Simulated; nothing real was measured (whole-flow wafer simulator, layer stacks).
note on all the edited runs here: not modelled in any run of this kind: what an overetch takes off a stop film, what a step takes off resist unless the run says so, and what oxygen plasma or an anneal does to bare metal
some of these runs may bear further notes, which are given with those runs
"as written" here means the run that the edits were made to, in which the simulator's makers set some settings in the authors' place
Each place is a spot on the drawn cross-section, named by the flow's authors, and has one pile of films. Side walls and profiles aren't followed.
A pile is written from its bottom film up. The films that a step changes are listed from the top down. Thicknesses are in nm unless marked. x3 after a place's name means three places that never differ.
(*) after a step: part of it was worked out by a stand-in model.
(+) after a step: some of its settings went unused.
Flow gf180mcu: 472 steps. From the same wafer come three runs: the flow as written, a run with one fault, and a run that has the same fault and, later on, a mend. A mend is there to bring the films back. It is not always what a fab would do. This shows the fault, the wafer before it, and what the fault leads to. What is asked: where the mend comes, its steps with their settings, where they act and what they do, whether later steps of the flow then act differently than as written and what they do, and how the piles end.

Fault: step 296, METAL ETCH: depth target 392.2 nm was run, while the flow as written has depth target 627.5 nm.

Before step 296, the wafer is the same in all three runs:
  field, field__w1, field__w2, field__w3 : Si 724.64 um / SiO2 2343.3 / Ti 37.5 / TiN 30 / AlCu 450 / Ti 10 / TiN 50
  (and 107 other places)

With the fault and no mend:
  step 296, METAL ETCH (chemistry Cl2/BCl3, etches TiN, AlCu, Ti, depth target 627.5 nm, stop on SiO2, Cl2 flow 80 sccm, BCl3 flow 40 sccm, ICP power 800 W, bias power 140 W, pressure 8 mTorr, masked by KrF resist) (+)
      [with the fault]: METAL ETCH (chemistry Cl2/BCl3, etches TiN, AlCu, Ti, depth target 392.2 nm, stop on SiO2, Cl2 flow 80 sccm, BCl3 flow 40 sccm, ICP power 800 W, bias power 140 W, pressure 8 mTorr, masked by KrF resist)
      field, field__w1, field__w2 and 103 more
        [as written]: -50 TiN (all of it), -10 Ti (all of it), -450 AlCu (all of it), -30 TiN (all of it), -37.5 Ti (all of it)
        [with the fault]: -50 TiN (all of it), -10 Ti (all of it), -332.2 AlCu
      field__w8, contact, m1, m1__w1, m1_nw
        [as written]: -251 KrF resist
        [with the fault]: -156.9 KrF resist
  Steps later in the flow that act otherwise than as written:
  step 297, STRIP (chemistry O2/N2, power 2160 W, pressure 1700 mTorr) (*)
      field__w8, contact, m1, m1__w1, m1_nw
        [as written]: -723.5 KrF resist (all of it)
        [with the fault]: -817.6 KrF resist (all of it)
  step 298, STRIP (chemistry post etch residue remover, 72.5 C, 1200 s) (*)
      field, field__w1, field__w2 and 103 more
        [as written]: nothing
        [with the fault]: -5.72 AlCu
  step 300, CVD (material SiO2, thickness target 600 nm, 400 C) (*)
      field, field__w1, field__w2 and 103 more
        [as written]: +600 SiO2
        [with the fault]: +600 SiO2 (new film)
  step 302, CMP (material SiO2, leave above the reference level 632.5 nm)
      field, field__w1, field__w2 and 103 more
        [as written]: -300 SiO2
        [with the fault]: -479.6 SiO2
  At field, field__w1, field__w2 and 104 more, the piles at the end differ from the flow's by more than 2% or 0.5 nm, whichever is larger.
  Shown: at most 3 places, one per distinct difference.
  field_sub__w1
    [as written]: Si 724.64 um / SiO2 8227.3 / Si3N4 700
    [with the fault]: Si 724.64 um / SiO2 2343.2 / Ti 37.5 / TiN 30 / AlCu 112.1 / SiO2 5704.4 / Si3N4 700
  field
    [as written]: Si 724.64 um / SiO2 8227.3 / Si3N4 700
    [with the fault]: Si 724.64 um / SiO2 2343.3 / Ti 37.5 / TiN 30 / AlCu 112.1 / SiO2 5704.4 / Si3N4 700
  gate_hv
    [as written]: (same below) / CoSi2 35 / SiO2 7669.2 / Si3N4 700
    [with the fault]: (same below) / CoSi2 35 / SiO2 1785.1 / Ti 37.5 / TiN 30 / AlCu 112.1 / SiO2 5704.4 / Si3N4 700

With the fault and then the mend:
  The mend follows step 298.
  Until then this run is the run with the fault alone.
  step 298a, DEHYDRATE (200 C, 60 s) (the flow's step 289 again)
      does not change any film at any place that is followed
  step 298b, HMDS (120 C, 60 s) (the flow's step 290 again)
      does not change any film at any place that is followed
  step 298c, COAT (KrF resist, thickness 1000 nm) (*) (the flow's step 291 again)
      iso_ptap_pw, iso_ntap_nw, iso_nw_fld and 33 more
        +1000 KrF resist (new film)
      field_sub__w2, field_sub__w4, gate_nat and 10 more
        +1002.5 KrF resist (new film)
      field__w2, field__w3, field__w12 and 9 more
        +1002.7 KrF resist (new film)
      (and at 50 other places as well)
  step 298d, SOFTBAKE (KrF resist) (the flow's step 292 again)
      does not change any film at any place that is followed
  step 298e, EXPOSE (photomask Metal2) (the flow's step 293 again)
      does not change any film at any place that is followed
  step 298f, PEB (KrF resist, 135 C, 90 s) (the flow's step 294 again)
      field__w1, field__w2, field__w3 and 57 more
        -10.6 KrF resist
      iso_ptap_pw, iso_ntap_nw, iso_nw_fld and 33 more
        -10.5 KrF resist
      gate_hv, sd_p, nw_sep_fld, polyc_n
        -10.7 KrF resist
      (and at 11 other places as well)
  step 298g, DEVELOP (thickness 1000 nm, 60 s) (the flow's step 295 again)
      iso_ptap_pw, iso_ntap_nw, iso_nw_fld and 33 more
        -989.5 KrF resist (all of it)
      field__w12, field_sub, field_sub__w3 and 8 more
        -992.1 KrF resist (all of it)
      field_sub__w2, field_sub__w4, gate_nat and 8 more
        -991.9 KrF resist (all of it)
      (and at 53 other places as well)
  step 298h, METAL ETCH (chemistry Cl2/BCl3, etches TiN, AlCu, Ti, depth target 235.3 nm, stop on SiO2, Cl2 flow 80 sccm, BCl3 flow 40 sccm, ICP power 800 W, bias power 140 W, pressure 8 mTorr, masked by KrF resist) (+) (the flow's step 296 again, with other settings)
      field, field__w1, field__w2 and 103 more
        -112.1 AlCu (all of it), -30 TiN (all of it), -37.5 Ti (all of it)
      field__w8, contact, m1, m1__w1, m1_nw
        -94.1 KrF resist
  step 298i, STRIP (chemistry O2/N2, power 2160 W, pressure 1700 mTorr) (*) (the flow's step 297 again)
      field__w8
        -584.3 KrF resist (all of it)
      contact
        -582.3 KrF resist (all of it)
      m1
        -584.5 KrF resist (all of it)
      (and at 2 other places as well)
  step 298j, STRIP (chemistry post etch residue remover, 72.5 C, 1200 s) (*) (the flow's step 298 again)
      field__w8, contact, m1, m1__w1, m1_nw
        -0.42 TiN
  Later steps of the flow that are run all act as written at every place that is followed, up to a difference of at most 2% or 0.5 nm, whichever is larger.
  The piles end only slightly different from the flow's at the places that both follow, by no more than 2% or 0.5 nm, whichever is larger.
